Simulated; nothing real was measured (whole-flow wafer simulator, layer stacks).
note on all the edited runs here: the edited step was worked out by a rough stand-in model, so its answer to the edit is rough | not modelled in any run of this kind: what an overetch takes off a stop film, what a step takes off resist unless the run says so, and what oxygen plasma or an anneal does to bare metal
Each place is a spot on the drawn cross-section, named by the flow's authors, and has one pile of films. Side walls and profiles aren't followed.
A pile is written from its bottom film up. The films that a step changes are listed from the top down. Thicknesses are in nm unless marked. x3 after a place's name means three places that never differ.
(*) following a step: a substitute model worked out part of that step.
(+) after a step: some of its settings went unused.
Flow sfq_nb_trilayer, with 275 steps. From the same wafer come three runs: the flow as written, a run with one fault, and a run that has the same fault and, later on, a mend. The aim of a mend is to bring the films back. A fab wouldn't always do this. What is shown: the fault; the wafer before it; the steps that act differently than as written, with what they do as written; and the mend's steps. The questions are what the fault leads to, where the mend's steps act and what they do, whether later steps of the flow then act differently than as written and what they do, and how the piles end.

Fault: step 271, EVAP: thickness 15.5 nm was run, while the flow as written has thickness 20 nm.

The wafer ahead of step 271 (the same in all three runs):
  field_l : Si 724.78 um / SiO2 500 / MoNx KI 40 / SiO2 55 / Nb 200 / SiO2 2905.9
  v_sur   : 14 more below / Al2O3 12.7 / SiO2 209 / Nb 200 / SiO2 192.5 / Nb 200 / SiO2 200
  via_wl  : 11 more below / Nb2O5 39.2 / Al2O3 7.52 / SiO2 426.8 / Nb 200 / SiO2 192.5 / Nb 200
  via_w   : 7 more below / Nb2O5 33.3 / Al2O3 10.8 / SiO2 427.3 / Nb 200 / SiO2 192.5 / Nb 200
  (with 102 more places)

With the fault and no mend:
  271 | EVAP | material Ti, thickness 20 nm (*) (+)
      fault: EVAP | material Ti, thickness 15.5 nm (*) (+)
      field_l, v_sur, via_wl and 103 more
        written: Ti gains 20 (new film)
        fault: Ti gains 15.5 (new film)
  Steps later in the flow that act otherwise than as written:
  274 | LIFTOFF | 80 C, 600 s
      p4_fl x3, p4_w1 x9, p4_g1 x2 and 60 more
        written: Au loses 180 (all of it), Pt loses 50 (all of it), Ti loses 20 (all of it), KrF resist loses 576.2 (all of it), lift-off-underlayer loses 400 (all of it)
        fault: Au loses 180 (all of it), Pt loses 50 (all of it), Ti loses 15.5 (all of it), KrF resist loses 576.2 (all of it), lift-off-underlayer loses 400 (all of it)
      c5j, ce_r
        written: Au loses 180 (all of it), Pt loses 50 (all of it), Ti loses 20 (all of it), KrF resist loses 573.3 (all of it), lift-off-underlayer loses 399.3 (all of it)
        fault: Au loses 180 (all of it), Pt loses 50 (all of it), Ti loses 15.5 (all of it), KrF resist loses 573.3 (all of it), lift-off-underlayer loses 399.3 (all of it)
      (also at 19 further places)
  The piles end different from the flow's at field_l, v_sur, via_wl and 8 more by more than 2% or 0.5 nm, whichever is larger.
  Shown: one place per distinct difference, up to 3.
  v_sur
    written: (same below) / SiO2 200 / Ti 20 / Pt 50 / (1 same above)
    fault: (same below) / SiO2 200 / Ti 15.5 / Pt 50 / (1 same above)
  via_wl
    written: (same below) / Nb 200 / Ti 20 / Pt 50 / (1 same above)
    fault: (same below) / Nb 200 / Ti 15.5 / Pt 50 / (1 same above)
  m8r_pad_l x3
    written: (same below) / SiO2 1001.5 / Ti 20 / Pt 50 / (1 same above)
    fault: (same below) / SiO2 1001.5 / Ti 15.5 / Pt 50 / (1 same above)

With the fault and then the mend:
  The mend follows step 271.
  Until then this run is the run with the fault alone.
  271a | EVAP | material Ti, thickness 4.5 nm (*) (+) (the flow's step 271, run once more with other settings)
      field_l, v_sur, via_wl and 103 more
        Ti gains 4.5
  None of the later steps of the flow acts differently than as written at any place that is followed.
  The piles end the same as the flow's at every place that both follow.
